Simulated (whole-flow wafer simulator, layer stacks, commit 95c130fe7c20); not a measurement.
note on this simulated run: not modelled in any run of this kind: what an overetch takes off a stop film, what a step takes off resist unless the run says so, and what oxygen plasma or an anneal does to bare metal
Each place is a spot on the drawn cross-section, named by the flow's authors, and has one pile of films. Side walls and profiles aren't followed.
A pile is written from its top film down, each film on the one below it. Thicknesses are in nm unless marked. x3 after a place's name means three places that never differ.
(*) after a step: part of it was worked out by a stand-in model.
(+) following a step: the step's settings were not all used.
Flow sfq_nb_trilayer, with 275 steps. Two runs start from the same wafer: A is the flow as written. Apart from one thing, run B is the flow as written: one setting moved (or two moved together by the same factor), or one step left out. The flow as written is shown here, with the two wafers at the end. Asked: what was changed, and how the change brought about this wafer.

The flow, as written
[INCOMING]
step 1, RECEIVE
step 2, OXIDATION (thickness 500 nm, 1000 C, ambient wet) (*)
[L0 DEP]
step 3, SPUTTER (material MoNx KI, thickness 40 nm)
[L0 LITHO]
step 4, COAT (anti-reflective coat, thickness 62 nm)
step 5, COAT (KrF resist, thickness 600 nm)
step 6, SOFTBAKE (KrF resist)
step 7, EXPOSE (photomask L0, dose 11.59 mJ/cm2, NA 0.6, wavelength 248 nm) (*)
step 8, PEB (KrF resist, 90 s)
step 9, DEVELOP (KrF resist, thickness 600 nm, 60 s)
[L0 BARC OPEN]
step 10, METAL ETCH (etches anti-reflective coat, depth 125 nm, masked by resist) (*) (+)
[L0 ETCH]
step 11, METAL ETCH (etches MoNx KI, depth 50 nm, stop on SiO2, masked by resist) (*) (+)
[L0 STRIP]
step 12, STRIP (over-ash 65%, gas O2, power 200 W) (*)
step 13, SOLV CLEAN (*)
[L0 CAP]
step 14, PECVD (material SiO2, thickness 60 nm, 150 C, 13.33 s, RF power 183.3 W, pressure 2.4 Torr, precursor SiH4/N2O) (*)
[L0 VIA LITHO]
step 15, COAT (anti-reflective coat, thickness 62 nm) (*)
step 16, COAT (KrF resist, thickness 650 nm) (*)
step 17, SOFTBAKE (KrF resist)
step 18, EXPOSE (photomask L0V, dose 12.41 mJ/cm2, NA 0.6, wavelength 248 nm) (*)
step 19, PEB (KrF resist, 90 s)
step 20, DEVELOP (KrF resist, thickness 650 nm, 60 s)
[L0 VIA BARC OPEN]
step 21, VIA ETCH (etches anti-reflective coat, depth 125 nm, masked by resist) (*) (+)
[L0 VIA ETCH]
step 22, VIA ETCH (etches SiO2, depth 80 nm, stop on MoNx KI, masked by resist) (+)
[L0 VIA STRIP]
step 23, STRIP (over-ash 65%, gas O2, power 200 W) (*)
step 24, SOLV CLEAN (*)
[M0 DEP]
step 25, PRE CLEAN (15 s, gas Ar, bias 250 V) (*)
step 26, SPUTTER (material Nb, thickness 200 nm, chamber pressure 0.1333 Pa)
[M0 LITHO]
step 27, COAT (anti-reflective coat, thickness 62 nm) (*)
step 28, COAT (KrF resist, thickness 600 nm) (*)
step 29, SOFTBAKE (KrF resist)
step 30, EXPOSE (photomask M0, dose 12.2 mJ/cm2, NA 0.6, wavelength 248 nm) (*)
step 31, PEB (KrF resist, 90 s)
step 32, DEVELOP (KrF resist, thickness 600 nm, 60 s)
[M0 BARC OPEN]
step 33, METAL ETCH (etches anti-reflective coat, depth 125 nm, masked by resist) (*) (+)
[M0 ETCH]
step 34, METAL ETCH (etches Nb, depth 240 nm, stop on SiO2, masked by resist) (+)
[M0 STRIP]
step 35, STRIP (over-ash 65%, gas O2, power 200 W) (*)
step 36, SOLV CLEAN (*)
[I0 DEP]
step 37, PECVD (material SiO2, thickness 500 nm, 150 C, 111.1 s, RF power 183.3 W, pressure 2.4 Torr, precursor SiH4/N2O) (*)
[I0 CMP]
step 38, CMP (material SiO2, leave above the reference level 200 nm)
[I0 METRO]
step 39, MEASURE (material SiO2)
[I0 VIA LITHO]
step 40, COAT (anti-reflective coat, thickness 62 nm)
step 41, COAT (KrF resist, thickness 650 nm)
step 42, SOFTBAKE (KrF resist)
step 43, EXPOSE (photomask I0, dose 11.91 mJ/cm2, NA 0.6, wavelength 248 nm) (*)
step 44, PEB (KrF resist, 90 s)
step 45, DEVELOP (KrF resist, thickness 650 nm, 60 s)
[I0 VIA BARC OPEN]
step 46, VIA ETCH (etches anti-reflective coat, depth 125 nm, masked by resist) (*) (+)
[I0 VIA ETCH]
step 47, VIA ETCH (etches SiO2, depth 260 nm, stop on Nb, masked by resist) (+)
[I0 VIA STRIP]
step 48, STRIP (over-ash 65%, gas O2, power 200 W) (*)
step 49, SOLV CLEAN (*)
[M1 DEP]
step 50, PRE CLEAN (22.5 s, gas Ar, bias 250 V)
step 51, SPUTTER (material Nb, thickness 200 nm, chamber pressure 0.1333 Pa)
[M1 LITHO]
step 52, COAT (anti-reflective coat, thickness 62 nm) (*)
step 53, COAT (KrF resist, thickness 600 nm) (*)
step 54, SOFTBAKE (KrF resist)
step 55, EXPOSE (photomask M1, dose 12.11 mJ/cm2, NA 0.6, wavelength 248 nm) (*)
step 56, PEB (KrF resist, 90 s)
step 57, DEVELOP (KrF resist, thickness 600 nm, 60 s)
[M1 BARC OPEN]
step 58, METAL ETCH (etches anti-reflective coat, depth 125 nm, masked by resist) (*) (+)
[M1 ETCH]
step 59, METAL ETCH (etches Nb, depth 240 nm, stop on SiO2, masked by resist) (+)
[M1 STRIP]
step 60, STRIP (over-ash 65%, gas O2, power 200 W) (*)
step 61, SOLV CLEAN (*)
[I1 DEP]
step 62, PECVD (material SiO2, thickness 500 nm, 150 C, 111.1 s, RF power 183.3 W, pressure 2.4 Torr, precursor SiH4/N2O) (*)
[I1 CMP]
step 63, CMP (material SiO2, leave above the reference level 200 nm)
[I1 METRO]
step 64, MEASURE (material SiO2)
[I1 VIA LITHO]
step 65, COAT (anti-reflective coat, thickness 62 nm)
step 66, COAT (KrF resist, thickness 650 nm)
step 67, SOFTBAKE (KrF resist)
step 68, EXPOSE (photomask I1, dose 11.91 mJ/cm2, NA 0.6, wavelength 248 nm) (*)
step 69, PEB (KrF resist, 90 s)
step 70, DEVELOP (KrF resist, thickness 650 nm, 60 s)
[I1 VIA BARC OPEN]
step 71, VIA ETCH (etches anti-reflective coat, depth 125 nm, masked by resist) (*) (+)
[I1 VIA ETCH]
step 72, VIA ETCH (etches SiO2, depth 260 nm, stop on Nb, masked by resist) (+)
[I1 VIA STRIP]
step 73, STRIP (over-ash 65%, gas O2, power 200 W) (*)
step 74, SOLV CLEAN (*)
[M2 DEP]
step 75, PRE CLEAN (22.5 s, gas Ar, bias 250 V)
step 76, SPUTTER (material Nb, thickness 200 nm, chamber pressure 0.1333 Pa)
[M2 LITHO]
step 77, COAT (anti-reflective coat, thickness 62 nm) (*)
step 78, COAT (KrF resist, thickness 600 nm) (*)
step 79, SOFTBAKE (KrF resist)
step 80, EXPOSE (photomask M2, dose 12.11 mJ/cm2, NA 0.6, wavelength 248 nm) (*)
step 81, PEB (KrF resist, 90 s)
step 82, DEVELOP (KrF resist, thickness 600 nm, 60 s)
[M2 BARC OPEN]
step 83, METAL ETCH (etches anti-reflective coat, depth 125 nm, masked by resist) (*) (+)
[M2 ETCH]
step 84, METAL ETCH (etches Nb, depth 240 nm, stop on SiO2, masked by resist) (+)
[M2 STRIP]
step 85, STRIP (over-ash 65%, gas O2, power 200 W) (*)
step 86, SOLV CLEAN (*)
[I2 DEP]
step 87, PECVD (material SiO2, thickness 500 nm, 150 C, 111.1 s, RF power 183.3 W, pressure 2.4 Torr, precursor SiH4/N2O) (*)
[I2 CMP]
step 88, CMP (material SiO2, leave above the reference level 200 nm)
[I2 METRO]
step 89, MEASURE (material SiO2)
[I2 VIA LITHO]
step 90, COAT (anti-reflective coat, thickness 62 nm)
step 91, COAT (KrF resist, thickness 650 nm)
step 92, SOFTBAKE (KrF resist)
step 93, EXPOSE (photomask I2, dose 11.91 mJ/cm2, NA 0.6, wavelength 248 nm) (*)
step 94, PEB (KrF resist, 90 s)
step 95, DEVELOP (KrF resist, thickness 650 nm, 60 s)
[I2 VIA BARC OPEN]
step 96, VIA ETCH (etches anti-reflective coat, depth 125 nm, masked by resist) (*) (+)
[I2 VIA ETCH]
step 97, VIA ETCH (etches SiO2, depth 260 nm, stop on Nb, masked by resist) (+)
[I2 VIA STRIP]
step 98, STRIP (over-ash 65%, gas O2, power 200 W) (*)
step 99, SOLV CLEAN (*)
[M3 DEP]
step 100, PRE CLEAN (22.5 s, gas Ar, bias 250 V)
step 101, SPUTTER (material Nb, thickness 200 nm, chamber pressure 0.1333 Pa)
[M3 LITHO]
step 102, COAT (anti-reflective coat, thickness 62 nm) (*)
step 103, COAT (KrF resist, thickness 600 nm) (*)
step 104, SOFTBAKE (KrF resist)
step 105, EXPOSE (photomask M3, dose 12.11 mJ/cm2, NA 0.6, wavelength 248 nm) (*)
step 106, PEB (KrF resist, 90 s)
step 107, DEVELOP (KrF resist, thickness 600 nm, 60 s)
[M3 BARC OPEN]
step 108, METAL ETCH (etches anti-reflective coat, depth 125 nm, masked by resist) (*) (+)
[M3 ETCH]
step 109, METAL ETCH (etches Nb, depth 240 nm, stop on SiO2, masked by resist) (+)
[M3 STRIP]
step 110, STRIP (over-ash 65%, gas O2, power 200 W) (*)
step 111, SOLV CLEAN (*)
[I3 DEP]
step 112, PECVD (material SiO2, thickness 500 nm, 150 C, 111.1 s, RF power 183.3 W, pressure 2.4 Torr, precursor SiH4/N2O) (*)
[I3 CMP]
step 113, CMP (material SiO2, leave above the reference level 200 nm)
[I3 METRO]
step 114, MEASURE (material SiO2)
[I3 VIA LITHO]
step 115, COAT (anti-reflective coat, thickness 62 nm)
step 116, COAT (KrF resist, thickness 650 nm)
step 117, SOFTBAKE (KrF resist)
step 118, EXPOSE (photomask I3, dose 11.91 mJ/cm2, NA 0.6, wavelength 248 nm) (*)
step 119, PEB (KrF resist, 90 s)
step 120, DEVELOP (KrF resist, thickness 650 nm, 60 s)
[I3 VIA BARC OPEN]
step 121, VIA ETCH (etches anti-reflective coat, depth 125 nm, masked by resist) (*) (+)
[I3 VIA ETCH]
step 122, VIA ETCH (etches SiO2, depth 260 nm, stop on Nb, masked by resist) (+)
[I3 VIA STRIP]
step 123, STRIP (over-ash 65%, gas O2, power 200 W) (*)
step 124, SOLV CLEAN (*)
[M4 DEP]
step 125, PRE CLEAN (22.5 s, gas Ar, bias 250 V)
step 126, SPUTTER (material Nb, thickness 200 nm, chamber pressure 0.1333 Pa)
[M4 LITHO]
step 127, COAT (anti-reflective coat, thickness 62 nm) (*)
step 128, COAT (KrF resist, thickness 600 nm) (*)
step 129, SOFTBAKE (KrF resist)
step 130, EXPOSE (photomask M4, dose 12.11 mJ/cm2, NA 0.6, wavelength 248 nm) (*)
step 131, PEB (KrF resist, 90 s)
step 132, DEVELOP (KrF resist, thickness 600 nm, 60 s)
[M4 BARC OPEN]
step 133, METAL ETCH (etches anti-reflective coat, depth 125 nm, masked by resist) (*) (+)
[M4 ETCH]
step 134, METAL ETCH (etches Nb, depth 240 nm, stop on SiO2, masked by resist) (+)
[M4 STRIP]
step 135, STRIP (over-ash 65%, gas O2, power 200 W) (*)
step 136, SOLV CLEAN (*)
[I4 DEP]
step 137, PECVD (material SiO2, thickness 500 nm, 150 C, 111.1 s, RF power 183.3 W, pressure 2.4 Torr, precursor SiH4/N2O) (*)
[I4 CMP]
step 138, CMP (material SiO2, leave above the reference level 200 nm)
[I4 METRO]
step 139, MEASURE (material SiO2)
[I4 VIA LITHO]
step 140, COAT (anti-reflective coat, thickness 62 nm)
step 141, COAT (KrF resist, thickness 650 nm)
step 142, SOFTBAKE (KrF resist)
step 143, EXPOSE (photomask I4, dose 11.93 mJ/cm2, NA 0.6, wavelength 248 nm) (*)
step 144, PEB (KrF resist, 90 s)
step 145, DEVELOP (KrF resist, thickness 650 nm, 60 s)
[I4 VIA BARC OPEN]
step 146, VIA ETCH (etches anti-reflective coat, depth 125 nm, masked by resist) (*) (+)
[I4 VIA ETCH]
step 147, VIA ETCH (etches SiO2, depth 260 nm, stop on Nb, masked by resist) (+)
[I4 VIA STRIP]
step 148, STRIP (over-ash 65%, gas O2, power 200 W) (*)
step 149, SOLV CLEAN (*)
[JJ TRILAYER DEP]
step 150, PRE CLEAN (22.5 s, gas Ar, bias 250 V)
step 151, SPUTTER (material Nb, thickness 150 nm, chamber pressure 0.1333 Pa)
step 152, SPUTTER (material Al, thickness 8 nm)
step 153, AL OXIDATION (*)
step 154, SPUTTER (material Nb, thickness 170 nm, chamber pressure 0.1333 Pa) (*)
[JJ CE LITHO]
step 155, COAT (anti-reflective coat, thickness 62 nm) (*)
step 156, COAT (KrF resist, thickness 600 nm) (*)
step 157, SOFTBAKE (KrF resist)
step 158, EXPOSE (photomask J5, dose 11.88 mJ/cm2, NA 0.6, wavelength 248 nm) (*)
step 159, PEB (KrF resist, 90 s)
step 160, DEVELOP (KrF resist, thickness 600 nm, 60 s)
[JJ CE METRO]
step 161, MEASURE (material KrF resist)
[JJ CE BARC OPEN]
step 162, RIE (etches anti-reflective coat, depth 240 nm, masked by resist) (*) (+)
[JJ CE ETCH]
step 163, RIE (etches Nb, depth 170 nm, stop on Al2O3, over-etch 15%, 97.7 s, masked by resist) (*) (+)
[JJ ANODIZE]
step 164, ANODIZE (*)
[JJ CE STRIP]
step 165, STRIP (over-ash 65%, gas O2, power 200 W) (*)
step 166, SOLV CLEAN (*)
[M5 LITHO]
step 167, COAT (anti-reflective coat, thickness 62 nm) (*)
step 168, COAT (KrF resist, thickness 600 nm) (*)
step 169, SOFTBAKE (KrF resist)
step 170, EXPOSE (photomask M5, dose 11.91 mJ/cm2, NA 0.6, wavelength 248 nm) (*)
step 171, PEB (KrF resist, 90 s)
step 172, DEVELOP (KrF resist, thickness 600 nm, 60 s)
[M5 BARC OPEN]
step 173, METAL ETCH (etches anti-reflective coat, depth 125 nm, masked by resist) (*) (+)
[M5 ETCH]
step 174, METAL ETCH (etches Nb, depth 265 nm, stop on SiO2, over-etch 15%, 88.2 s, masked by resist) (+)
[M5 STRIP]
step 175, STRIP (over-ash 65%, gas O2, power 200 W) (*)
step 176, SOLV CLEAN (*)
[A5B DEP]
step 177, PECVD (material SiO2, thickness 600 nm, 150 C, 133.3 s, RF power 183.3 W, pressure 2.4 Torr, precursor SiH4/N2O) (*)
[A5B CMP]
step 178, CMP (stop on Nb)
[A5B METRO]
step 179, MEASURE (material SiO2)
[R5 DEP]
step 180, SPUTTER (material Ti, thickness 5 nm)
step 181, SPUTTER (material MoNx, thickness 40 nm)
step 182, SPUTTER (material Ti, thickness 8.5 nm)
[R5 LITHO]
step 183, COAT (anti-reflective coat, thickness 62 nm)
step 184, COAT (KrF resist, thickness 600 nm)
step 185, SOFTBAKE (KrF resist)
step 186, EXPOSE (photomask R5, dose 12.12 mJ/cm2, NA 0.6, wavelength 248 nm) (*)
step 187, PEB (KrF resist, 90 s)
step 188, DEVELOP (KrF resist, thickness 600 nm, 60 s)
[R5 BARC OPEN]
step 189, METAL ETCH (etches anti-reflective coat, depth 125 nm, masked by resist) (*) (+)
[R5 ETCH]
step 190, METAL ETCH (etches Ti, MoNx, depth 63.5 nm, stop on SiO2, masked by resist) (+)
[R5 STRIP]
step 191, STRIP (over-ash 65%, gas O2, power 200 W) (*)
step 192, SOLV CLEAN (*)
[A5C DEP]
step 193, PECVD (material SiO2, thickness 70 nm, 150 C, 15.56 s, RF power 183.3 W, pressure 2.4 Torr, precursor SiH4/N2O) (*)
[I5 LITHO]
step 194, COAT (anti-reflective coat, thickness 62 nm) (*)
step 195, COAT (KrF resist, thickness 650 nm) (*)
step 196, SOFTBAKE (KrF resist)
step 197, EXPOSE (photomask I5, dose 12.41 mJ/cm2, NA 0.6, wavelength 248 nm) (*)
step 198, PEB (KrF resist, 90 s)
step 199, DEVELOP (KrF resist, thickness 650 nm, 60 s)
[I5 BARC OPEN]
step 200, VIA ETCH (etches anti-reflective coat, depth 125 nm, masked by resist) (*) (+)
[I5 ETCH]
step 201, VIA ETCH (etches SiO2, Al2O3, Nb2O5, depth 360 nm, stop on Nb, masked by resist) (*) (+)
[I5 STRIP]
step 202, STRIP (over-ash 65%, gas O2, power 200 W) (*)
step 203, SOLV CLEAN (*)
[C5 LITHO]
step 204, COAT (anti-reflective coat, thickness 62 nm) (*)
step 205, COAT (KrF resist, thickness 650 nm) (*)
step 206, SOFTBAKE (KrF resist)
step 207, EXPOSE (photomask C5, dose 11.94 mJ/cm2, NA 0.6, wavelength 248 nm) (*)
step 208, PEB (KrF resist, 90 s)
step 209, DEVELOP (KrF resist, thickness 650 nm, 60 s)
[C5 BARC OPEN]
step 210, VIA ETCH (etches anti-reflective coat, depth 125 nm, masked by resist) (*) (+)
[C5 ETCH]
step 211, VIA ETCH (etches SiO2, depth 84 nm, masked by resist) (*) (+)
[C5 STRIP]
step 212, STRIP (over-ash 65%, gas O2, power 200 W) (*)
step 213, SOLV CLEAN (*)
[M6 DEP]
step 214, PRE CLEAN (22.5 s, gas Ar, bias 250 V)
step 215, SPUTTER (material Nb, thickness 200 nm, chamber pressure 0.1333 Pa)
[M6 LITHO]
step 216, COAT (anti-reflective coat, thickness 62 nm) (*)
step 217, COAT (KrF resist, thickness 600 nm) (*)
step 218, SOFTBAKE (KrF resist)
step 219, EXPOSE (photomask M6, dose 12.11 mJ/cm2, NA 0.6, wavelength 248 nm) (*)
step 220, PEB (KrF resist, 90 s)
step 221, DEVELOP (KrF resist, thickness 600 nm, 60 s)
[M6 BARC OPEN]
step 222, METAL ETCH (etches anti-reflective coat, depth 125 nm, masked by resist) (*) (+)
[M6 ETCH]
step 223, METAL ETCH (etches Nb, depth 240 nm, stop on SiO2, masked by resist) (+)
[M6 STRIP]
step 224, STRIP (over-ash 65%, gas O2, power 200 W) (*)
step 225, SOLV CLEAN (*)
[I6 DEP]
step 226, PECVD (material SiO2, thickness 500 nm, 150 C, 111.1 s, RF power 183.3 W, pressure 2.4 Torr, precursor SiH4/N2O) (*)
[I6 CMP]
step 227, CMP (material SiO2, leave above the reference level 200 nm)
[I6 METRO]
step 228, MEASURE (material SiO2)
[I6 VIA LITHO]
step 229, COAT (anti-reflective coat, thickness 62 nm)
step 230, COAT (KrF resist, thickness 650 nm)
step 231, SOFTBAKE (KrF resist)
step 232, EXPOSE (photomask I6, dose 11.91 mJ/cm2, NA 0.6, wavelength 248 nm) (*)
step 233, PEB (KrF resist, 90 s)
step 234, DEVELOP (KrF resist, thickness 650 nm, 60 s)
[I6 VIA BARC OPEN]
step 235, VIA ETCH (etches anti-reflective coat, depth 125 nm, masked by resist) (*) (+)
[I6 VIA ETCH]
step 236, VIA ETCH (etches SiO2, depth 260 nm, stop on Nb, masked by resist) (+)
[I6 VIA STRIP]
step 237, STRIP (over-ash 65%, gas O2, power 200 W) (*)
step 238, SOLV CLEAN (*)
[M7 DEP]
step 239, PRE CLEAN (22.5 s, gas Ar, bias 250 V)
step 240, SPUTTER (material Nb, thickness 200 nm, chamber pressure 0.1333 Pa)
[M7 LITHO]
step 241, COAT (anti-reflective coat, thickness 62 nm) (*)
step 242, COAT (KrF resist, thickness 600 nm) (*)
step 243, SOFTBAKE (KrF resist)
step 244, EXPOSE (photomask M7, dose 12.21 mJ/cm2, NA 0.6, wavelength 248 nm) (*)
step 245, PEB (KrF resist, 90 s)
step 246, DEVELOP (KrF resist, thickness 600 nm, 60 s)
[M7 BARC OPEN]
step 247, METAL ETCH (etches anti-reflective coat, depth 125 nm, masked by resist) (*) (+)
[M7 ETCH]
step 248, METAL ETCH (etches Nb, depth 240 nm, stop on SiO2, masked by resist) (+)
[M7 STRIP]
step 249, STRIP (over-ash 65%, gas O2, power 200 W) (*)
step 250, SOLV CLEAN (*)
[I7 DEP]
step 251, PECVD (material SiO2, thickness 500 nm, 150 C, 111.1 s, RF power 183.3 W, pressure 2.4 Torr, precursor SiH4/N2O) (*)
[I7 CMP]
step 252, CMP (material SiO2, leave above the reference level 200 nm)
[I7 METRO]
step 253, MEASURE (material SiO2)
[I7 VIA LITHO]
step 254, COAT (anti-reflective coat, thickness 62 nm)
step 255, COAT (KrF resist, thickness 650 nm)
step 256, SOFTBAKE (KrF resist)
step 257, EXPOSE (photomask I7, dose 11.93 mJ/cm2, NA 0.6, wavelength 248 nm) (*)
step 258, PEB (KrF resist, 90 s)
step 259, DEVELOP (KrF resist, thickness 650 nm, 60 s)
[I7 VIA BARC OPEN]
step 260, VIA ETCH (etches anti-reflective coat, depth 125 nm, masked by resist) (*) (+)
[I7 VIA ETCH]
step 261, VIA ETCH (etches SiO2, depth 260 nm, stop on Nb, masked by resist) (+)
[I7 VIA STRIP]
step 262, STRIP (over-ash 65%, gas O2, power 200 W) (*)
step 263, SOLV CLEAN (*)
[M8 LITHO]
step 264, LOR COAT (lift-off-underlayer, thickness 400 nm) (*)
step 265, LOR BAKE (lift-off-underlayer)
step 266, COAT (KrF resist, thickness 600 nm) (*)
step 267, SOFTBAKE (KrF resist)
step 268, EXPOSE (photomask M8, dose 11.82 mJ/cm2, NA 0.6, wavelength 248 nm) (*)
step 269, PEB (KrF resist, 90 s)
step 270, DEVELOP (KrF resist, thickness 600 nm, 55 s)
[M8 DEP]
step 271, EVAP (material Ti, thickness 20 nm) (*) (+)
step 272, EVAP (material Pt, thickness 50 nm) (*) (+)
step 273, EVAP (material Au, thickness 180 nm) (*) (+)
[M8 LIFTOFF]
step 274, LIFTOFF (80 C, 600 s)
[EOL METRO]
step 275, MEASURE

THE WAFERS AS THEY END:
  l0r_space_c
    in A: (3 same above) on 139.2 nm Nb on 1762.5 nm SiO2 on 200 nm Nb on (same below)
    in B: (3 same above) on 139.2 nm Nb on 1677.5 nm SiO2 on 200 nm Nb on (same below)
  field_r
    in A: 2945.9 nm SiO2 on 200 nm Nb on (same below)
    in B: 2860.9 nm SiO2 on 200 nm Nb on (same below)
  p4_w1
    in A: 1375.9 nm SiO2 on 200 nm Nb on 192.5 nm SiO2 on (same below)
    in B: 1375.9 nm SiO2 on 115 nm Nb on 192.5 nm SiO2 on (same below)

What caused this: step 126, SPUTTER: thickness 115 nm was run, whereas the flow has thickness 200 nm.
One can read it off the wafer: p4_w1 has Nb 115, and step 126 as written asks for 200 nm.

The path from the change to this, step by step:
  step 126, SPUTTER (material Nb, thickness 200 nm, chamber pressure 0.1333 Pa)
      field_l, v_sur, via_wl and 102 more: A Nb gains 200 (new film) | B Nb gains 115 (new film)
      via_v: A Nb gains 165.5 | B Nb gains 94.8
  step 127, COAT (anti-reflective coat, thickness 62 nm) (*)
      via_v: A anti-reflective coat gains 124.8 (new film) | B anti-reflective coat gains 120.4 (new film)
  step 134, METAL ETCH (etches Nb, depth 240 nm, stop on SiO2, masked by resist) (+)
      field_l, be, be_sur and 64 more: A Nb loses 200 (all of it) | B Nb loses 115 (all of it)
      v_sur, via_wl, via_w and 36 more: A KrF resist loses 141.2 | B KrF resist loses 101.5
  step 135, STRIP (over-ash 65%, gas O2, power 200 W) (*)
      p4_fl, p4_fm, p4_w1 and 26 more: A KrF resist loses 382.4 (all of it), anti-reflective coat loses 62 (all of it) | B KrF resist loses 422.1 (all of it), anti-reflective coat loses 62 (all of it)
      lsp_m, ln_m6: A KrF resist loses 381.9 (all of it), anti-reflective coat loses 61.8 (all of it) | B KrF resist loses 421.7 (all of it), anti-reflective coat loses 61.8 (all of it)
      (as well as at 8 more places)
  step 137, PECVD (material SiO2, thickness 500 nm, 150 C, 111.1 s, RF power 183.3 W, pressure 2.4 Torr, precursor SiH4/N2O) (*)
      p3_s0, p3_s1, p3_s2, p3_s3, p3_s4, p3_s5: A SiO2 gains 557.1 | B SiO2 gains 500
      via_v: A SiO2 gains 615 (new film) | B SiO2 gains 591.8 (new film)
  step 138, CMP (material SiO2, leave above the reference level 200 nm)
      field_l, be, be_sur and 55 more: A SiO2 loses 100 | B SiO2 loses 185
      p3_s0, p3_s1, p3_s2, p3_s3, p3_s4, p3_s5: A SiO2 loses 157.1 | B SiO2 loses 185
      (as well as at 4 more places)
